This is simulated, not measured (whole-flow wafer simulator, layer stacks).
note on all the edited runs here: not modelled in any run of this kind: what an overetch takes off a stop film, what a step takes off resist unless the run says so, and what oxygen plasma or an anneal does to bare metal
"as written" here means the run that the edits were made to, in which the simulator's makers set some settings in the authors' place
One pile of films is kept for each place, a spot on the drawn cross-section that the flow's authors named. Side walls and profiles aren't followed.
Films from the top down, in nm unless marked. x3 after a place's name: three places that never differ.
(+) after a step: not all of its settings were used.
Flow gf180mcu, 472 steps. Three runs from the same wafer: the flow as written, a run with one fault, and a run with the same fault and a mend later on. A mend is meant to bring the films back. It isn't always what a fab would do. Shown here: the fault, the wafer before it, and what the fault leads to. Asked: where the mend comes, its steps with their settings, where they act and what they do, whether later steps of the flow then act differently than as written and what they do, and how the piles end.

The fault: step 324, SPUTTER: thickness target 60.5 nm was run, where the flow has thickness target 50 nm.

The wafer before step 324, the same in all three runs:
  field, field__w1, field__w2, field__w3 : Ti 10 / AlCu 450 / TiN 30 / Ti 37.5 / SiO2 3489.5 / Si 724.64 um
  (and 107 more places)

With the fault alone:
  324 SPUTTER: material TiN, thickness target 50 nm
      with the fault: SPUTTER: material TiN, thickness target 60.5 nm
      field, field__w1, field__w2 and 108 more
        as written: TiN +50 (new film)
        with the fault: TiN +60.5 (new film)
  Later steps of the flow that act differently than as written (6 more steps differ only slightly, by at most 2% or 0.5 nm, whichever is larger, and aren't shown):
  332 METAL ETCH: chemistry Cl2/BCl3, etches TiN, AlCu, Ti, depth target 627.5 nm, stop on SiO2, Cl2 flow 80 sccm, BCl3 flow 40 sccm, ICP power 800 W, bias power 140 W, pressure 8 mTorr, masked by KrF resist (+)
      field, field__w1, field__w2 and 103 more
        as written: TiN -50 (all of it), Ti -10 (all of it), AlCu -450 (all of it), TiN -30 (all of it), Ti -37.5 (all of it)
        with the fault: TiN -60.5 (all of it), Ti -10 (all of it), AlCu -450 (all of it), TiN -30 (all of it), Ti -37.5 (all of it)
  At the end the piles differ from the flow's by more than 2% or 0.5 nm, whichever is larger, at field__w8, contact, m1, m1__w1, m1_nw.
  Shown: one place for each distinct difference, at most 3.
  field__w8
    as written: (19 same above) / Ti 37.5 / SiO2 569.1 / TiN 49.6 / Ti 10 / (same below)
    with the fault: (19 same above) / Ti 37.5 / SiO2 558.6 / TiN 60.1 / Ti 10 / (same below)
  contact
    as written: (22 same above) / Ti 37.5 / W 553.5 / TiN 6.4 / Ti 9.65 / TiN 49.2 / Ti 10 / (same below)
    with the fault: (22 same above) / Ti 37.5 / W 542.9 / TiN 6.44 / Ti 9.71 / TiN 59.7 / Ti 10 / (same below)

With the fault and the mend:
  The mend comes after step 324.
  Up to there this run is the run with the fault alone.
  324a METAL ETCH: chemistry Cl2/BCl3, etches TiN, AlCu, Ti, depth target 10.5 nm, Cl2 flow 80 sccm, BCl3 flow 40 sccm, ICP power 800 W, bias power 140 W, pressure 8 mTorr (the flow's step 260 once more, with other settings)
      field, field__w1, field__w2 and 108 more
        TiN -10.5
  No later step of the flow acts differently than as written at any place that is followed.
  At the end the piles are the same as the flow's at every place that both follow.
